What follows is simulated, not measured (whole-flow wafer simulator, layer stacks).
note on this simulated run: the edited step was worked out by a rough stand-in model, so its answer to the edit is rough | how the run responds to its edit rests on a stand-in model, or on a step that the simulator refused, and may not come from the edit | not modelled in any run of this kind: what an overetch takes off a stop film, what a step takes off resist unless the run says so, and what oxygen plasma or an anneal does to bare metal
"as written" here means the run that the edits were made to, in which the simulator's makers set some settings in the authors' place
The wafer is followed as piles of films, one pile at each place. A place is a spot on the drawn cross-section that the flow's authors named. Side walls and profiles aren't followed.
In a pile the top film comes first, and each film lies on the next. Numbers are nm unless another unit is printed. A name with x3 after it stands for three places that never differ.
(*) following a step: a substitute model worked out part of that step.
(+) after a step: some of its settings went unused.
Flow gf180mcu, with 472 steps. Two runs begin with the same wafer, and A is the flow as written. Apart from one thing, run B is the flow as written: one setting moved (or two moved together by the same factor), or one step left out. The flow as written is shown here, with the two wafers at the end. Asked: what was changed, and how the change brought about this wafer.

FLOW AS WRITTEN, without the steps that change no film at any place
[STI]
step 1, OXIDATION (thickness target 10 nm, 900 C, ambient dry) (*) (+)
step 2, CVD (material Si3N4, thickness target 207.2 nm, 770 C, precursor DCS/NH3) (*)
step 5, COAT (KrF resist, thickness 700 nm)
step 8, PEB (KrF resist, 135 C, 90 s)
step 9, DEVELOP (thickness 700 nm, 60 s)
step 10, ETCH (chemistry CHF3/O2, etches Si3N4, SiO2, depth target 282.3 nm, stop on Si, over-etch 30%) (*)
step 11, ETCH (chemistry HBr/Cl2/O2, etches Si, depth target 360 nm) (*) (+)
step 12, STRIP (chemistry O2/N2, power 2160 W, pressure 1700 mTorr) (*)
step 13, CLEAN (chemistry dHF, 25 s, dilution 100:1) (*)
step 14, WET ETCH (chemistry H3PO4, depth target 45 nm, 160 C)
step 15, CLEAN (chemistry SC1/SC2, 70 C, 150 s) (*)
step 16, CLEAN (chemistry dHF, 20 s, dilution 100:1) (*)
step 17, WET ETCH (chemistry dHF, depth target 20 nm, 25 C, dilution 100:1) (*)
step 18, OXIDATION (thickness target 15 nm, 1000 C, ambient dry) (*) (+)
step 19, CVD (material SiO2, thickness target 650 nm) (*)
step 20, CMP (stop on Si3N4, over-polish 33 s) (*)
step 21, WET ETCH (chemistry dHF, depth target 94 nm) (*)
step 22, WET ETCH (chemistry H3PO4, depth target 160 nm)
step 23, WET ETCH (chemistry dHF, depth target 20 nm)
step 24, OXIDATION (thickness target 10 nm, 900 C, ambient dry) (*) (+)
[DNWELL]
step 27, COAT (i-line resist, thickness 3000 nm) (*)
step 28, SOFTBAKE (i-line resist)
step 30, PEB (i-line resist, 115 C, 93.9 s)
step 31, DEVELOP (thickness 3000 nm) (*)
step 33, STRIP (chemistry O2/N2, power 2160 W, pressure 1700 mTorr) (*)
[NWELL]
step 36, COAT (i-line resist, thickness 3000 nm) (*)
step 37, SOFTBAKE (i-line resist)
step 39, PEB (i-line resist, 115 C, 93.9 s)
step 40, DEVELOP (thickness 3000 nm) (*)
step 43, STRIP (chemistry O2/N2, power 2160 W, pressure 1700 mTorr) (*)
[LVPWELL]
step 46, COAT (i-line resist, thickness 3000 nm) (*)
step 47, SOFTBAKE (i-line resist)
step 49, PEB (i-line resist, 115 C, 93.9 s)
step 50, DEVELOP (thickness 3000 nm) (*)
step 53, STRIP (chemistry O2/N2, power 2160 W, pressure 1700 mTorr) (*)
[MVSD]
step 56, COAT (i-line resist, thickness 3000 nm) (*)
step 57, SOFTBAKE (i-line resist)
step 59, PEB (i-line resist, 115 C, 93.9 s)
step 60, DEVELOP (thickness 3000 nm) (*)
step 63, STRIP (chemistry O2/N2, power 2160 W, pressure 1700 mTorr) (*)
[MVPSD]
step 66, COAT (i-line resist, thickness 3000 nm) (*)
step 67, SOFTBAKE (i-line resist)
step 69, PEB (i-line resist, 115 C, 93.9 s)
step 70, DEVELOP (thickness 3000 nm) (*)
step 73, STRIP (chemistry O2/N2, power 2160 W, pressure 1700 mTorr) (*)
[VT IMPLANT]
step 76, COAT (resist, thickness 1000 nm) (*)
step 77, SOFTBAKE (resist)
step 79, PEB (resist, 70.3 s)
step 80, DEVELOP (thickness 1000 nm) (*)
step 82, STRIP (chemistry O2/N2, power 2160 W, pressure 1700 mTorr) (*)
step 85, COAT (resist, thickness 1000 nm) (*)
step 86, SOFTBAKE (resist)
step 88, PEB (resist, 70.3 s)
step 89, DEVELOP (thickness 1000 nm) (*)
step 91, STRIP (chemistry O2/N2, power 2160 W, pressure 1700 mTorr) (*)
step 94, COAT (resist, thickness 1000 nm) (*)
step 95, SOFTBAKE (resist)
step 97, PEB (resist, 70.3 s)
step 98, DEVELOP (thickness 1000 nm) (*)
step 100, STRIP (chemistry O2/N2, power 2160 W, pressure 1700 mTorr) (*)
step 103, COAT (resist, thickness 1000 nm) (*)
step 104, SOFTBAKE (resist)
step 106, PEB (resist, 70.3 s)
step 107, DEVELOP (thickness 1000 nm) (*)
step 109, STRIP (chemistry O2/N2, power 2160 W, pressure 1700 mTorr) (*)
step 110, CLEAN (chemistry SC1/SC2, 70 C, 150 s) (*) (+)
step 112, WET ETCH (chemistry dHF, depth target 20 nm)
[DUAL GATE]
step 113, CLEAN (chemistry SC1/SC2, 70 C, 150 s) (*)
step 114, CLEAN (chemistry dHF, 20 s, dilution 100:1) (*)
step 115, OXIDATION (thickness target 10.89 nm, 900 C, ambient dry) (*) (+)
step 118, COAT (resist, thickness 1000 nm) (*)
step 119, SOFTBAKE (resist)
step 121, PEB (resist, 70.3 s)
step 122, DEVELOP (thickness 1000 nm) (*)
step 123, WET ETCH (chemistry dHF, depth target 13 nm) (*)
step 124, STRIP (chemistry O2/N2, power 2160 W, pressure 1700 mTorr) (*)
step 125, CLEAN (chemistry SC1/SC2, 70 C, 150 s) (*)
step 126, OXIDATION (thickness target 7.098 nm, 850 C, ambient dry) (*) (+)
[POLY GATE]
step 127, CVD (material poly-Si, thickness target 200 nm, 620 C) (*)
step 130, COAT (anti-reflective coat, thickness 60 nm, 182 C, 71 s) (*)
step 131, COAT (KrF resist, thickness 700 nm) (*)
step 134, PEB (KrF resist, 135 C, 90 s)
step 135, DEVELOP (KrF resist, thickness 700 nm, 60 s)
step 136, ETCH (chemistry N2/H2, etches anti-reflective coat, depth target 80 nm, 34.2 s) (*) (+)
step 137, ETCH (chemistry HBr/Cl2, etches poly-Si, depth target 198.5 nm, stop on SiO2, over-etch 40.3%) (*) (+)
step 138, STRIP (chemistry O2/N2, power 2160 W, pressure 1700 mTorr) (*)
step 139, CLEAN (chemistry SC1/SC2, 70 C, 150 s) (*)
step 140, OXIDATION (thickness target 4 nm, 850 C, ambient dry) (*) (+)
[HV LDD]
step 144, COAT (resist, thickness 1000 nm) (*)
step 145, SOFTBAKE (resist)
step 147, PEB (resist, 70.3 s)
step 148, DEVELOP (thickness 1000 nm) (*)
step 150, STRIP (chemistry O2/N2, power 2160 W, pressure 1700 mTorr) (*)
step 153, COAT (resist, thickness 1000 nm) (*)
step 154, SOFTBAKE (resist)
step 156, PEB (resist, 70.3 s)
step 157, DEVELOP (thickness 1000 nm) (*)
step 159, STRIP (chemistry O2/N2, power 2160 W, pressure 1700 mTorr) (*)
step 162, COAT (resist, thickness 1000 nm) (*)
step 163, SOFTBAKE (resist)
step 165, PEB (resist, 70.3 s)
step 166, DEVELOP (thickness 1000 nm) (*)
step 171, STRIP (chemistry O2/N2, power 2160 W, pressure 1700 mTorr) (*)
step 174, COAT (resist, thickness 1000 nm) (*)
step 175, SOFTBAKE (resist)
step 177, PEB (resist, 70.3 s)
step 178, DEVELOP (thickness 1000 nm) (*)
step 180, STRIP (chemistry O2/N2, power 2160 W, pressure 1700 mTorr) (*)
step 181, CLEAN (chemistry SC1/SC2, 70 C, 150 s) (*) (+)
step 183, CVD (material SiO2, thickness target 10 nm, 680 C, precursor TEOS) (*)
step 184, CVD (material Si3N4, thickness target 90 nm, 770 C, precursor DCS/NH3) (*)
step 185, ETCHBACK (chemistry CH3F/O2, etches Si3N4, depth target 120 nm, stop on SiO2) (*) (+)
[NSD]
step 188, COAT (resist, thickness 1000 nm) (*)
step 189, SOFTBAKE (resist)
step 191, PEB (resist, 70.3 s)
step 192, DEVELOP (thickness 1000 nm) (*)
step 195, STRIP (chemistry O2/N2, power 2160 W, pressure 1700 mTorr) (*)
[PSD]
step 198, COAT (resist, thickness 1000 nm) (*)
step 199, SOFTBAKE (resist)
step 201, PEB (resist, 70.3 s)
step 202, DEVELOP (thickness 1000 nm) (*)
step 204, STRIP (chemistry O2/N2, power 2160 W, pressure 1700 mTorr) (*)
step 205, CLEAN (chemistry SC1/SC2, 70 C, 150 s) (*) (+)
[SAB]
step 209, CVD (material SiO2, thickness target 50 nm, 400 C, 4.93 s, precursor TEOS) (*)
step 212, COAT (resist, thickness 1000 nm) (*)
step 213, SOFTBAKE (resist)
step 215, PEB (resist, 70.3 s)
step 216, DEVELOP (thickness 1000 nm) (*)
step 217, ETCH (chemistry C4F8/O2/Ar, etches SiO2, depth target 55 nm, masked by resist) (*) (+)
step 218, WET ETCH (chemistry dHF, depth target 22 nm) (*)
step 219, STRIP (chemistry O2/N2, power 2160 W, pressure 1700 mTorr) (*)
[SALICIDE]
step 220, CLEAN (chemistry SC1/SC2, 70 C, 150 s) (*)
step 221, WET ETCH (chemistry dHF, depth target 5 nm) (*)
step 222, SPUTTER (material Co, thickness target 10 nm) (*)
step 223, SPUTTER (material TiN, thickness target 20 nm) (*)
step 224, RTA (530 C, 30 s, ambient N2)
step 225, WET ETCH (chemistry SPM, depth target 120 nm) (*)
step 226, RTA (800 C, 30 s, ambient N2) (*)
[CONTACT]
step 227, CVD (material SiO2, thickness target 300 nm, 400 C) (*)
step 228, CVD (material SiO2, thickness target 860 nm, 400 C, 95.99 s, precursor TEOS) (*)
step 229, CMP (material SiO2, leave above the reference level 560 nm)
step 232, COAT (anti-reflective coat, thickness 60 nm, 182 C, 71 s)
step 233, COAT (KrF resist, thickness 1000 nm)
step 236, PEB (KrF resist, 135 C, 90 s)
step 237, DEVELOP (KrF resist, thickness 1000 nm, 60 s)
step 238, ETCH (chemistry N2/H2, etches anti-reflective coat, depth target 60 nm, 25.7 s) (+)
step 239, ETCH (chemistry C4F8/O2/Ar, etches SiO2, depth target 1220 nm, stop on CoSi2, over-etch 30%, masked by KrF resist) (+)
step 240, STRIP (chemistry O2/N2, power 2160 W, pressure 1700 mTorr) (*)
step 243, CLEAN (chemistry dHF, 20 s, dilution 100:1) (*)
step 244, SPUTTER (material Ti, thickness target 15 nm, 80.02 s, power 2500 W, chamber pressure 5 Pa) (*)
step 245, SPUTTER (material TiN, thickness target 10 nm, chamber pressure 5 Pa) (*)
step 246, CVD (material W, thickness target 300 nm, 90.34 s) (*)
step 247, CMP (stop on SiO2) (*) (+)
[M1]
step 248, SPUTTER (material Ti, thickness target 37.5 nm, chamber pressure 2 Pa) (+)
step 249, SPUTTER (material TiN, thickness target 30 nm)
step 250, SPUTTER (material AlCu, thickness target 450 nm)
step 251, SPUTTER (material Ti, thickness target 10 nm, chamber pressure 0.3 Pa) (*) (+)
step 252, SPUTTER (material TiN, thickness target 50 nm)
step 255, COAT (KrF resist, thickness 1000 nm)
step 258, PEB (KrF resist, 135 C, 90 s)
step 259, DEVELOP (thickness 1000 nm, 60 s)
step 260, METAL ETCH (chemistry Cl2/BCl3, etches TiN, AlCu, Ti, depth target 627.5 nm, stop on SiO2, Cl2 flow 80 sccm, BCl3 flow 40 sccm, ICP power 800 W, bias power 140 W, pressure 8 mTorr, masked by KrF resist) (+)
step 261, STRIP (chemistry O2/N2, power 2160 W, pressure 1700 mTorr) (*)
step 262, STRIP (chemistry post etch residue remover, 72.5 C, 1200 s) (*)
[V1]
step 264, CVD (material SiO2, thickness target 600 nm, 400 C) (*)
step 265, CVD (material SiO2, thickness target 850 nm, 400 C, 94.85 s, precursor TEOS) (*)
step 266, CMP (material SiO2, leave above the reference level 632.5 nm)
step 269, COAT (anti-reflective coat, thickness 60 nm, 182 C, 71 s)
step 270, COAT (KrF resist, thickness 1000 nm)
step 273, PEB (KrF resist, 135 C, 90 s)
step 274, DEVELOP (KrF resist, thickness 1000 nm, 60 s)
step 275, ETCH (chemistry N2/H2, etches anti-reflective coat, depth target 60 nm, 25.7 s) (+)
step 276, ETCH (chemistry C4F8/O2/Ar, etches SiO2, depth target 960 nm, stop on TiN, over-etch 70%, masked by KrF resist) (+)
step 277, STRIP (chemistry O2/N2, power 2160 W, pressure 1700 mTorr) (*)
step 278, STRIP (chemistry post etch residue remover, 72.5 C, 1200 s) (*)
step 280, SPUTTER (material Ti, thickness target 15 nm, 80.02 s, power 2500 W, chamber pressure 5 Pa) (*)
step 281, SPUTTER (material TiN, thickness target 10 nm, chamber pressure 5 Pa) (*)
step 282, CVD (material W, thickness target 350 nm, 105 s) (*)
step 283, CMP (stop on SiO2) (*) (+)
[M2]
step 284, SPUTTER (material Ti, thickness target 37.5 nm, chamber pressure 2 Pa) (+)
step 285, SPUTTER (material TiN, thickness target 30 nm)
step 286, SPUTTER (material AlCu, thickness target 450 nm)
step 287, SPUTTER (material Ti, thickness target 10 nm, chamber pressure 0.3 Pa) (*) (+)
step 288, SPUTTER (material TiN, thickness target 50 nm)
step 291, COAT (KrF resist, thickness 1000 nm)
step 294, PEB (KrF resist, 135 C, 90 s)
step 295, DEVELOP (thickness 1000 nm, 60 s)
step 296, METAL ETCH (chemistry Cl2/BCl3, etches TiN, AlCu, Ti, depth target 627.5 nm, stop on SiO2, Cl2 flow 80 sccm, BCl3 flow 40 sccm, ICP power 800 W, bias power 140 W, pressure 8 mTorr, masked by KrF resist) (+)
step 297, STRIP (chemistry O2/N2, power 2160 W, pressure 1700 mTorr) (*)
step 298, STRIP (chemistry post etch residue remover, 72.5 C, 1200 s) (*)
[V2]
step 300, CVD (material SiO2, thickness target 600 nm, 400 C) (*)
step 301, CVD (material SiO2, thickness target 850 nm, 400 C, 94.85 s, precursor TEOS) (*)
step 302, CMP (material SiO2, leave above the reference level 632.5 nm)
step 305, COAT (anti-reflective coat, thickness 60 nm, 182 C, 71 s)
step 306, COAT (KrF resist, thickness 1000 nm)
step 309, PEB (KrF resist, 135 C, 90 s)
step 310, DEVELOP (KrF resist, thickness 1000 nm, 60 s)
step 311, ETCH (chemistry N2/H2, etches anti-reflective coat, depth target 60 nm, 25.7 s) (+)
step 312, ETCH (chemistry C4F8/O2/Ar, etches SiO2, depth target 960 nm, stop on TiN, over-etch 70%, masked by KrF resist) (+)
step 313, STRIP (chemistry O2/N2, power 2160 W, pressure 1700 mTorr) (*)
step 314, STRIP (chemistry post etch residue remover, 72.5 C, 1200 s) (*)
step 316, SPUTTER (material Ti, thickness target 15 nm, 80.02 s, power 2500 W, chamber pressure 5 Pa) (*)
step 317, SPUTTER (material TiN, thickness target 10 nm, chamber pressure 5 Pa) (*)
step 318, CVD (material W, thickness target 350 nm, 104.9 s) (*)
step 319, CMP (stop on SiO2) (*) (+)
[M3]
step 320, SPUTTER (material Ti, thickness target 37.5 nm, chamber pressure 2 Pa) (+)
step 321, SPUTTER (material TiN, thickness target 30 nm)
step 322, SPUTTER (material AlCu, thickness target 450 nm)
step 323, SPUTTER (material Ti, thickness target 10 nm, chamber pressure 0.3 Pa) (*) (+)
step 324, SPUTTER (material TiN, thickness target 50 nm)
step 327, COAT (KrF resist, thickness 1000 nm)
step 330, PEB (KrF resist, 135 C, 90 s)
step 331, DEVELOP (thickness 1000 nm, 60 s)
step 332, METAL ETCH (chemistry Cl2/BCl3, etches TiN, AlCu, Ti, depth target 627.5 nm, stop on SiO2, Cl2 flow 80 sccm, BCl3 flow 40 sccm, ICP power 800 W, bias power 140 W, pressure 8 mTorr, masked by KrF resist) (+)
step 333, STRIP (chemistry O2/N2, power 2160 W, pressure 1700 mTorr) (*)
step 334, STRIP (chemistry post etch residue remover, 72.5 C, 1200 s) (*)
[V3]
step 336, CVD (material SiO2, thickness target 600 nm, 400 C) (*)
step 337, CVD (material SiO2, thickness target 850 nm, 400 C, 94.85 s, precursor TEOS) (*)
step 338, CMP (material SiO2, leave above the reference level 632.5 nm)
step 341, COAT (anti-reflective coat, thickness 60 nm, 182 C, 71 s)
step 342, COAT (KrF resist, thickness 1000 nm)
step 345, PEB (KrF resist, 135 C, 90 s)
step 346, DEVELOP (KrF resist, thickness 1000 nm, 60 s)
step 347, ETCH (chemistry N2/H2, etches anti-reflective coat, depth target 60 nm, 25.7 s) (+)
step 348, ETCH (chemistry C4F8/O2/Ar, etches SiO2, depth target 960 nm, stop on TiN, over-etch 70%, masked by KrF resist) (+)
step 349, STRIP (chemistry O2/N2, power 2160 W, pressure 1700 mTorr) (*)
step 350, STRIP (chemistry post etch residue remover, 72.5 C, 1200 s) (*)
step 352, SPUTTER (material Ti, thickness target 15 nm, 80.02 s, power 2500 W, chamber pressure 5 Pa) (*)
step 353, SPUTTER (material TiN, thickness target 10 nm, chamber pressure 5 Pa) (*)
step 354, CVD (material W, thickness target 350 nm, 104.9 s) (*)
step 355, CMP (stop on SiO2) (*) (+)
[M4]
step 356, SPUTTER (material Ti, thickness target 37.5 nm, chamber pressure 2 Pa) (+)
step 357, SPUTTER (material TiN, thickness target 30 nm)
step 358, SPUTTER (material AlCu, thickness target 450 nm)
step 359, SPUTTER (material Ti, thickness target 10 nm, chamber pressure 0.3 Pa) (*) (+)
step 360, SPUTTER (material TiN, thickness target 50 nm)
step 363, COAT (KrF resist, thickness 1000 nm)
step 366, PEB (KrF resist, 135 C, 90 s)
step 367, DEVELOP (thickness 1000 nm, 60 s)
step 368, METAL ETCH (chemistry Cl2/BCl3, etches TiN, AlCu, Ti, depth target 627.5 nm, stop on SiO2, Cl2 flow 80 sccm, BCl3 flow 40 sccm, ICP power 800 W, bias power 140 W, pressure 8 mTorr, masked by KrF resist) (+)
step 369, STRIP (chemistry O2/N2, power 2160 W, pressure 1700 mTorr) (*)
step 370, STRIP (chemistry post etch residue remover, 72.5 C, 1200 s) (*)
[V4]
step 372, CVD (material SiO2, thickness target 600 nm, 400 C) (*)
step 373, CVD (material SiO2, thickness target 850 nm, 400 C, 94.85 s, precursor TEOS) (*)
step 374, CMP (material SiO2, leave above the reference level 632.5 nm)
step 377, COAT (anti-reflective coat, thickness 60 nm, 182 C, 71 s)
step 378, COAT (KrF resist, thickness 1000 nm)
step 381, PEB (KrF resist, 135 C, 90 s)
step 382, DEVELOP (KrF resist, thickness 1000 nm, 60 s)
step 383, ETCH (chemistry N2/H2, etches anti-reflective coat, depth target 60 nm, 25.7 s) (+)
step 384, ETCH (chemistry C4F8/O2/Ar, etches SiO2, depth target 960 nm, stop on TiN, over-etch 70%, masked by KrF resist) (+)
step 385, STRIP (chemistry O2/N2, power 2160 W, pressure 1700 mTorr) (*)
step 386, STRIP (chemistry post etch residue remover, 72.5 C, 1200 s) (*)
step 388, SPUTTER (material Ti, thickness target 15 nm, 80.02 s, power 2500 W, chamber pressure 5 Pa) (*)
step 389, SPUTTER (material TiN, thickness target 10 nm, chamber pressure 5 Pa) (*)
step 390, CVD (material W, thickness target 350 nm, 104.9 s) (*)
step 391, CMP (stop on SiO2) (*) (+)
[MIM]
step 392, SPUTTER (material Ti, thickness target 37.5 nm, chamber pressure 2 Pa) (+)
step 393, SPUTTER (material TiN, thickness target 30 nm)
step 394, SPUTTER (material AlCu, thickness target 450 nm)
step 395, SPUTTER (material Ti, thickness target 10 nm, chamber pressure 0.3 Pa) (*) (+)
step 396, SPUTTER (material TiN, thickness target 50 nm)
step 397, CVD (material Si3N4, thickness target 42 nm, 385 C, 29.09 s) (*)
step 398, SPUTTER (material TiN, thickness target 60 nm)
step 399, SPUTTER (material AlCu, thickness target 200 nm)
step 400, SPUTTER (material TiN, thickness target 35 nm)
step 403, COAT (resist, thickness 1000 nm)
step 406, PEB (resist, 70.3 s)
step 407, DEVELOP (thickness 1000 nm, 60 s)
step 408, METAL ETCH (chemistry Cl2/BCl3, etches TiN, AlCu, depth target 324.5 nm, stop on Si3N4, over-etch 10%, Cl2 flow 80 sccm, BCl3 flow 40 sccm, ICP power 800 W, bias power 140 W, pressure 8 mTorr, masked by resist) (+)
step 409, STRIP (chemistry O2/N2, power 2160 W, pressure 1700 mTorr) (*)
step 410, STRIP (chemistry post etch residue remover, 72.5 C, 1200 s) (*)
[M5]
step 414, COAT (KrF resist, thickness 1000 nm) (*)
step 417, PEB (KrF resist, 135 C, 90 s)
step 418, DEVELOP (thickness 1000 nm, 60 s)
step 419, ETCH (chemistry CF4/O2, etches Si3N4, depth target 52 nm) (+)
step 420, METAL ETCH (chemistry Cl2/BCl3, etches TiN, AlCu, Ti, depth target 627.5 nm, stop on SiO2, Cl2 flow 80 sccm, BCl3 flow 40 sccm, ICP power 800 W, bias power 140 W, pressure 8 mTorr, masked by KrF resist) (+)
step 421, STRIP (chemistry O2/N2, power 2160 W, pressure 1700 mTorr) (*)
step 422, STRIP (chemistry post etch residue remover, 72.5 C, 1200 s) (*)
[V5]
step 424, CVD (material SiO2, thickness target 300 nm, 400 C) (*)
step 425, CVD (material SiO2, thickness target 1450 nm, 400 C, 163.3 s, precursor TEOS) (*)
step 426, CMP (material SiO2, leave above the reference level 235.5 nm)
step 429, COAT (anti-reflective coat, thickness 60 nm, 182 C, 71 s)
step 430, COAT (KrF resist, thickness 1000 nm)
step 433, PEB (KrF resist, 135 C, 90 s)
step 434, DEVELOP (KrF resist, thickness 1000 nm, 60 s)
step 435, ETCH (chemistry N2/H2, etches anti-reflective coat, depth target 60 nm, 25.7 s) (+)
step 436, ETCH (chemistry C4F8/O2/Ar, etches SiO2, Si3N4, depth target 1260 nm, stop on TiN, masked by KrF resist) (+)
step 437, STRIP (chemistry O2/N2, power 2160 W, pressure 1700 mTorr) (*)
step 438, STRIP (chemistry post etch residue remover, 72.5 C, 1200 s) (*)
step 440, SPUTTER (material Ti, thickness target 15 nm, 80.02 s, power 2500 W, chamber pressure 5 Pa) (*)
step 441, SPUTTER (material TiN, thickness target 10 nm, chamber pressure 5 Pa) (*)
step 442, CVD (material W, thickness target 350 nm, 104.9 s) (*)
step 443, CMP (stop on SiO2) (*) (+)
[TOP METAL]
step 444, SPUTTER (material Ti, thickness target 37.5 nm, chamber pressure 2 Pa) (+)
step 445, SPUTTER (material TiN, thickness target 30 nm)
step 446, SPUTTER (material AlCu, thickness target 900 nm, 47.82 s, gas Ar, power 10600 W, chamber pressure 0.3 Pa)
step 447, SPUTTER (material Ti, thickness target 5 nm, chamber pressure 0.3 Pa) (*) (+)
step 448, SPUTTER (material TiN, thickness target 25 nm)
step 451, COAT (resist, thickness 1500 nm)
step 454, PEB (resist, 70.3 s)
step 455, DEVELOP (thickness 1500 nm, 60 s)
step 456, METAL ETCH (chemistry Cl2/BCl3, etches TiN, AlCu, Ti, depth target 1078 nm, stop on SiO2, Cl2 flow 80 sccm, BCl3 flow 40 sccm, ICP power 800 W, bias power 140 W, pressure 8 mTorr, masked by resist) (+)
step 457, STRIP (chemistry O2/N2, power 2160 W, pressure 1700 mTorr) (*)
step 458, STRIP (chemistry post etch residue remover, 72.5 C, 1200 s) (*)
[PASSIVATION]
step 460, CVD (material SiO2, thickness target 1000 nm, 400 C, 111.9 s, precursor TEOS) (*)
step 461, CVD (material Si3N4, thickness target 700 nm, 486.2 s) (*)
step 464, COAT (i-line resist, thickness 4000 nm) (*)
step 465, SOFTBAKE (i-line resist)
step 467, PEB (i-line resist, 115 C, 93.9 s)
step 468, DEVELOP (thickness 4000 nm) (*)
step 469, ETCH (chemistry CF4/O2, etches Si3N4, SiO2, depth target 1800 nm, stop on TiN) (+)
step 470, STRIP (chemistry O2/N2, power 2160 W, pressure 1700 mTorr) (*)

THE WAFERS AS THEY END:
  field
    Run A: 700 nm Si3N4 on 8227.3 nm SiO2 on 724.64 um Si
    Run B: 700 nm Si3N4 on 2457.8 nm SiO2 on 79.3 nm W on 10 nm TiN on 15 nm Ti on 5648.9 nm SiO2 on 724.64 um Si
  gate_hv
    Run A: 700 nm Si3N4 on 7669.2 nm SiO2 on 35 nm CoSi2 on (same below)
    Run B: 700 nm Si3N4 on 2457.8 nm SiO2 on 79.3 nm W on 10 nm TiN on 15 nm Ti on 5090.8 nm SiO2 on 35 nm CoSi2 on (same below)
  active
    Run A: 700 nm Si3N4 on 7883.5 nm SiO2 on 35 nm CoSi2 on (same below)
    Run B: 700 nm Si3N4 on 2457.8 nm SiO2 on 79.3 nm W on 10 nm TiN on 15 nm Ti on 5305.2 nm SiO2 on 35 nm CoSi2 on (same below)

What caused this: step 373, CVD: thickness target 404 nm was run, though the flow has thickness target 850 nm; step 373, CVD: 45.05 s was run, where the flow has 94.85 s.

The path from the change to this, step by step:
  step 373, CVD (material SiO2, thickness target 850 nm, 400 C, 94.85 s, precursor TEOS) (*)
      field, field__w1, field__w2 and 108 more: A SiO2 gains 850 | B SiO2 gains 413.2
  step 374, CMP (material SiO2, leave above the reference level 632.5 nm)
      field, field__w1, field__w2 and 103 more: A SiO2 loses 300 | B nothing
      field__w8, contact, m1, m1__w1, m1_nw: A SiO2 loses 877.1 | B SiO2 loses 440.3
  step 377, COAT (anti-reflective coat, thickness 60 nm, 182 C, 71 s)
      gate, gate_nat: A anti-reflective coat gains 60 (new film) | B anti-reflective coat gains 61.6 (new film)
      field: A anti-reflective coat gains 60 (new film) | B anti-reflective coat gains 115 (new film)
      (and at 19 other places as well)
  step 378, COAT (KrF resist, thickness 1000 nm)
      field: A KrF resist gains 1000 (new film) | B KrF resist gains 979.4 (new film)
      field__w1: A KrF resist gains 1000 (new film) | B KrF resist gains 976.3 (new film)
      (and at 12 other places as well)
  step 381, PEB (KrF resist, 135 C, 90 s)
      m1__w1, nw_sep_fld: A KrF resist loses 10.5 | B KrF resist loses 9.69
      contact: A KrF resist loses 10.5 | B KrF resist loses 9.44
      (and at 5 other places as well)
  step 382, DEVELOP (KrF resist, thickness 1000 nm, 60 s)
      contact: A KrF resist loses 989.5 (all of it) | B KrF resist loses 920.3 (all of it)
  step 383, ETCH (chemistry N2/H2, etches anti-reflective coat, depth target 60 nm, 25.7 s) (+)
      contact: A anti-reflective coat loses 60 (all of it), SiO2 loses 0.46 | B anti-reflective coat loses 22.9 (all of it), SiO2 loses 1.41
  step 385, STRIP (chemistry O2/N2, power 2160 W, pressure 1700 mTorr) (*)
      field: A KrF resist loses 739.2 (all of it), anti-reflective coat loses 60 (all of it) | B KrF resist loses 718.8 (all of it), anti-reflective coat loses 115 (all of it)
      field__w1: A KrF resist loses 739.2 (all of it), anti-reflective coat loses 60 (all of it) | B KrF resist loses 715.7 (all of it), anti-reflective coat loses 87.1 (all of it)
      (and at 19 other places as well)
  step 388, SPUTTER (material Ti, thickness target 15 nm, 80.02 s, power 2500 W, chamber pressure 5 Pa) (*)
      contact: A Ti gains 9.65 (new film) | B Ti gains 10.5 (new film)
  step 389, SPUTTER (material TiN, thickness target 10 nm, chamber pressure 5 Pa) (*)
      contact: A TiN gains 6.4 (new film) | B TiN gains 6.95 (new film)
  step 390, CVD (material W, thickness target 350 nm, 104.9 s) (*)
      contact: A W gains 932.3 (new film) | B W gains 794.2 (new film)
  step 391, CMP (stop on SiO2) (*) (+)
      field, field__w1, field__w2 and 103 more: A W loses 350 (all of it), TiN loses 10 (all of it), Ti loses 15 (all of it), SiO2 loses 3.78 | B W loses 258.2
      field__w8, m1, m1__w1, m1_nw: A W loses 350 (all of it), TiN loses 10 (all of it), Ti loses 15 (all of it), SiO2 loses 3.78 | B W loses 350 (all of it), TiN loses 10 (all of it), Ti loses 15 (all of it), SiO2 loses 20
      (and at 1 other place as well)
  step 420, METAL ETCH (chemistry Cl2/BCl3, etches TiN, AlCu, Ti, depth target 627.5 nm, stop on SiO2, Cl2 flow 80 sccm, BCl3 flow 40 sccm, ICP power 800 W, bias power 140 W, pressure 8 mTorr, masked by KrF resist) (+)
      field, field__w1, field__w2 and 101 more: A TiN loses 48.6 (all of it), Ti loses 10 (all of it), AlCu loses 450 (all of it), TiN loses 30 (all of it), Ti loses 37.5 (all of it) | B TiN loses 48.6 (all of it), Ti loses 10 (all of it), AlCu loses 450 (all of it), TiN loses 30 (all of it), Ti loses 37.5 (all of it), W loses 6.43
  step 422, STRIP (chemistry post etch residue remover, 72.5 C, 1200 s) (*)
      field, field__w1, field__w2 and 101 more: A nothing | B W loses 6.01
  step 424, CVD (material SiO2, thickness target 300 nm, 400 C) (*)
      field, field__w1, field__w2 and 101 more: A SiO2 gains 300 | B SiO2 gains 300 (new film)
  step 426, CMP (material SiO2, leave above the reference level 235.5 nm)
      field, field__w1, field__w5 and 92 more: A SiO2 loses 300.8 | B SiO2 loses 288.4
      field__w2, field__w3, field__w12 and 6 more: A SiO2 loses 272.7 | B SiO2 loses 259.7
With metal films that touch counted as one body, field has 1 body; the flow as written gives 0 bodies.
With metal films that touch counted as one body, gate_hv has 2 bodies (between them, from the top down: SiO2 5090.8); the flow as written gives 1 body.
With metal films that touch counted as one body, active has 2 bodies (between them, from the top down: SiO2 5305.2); the flow as written gives 1 body.
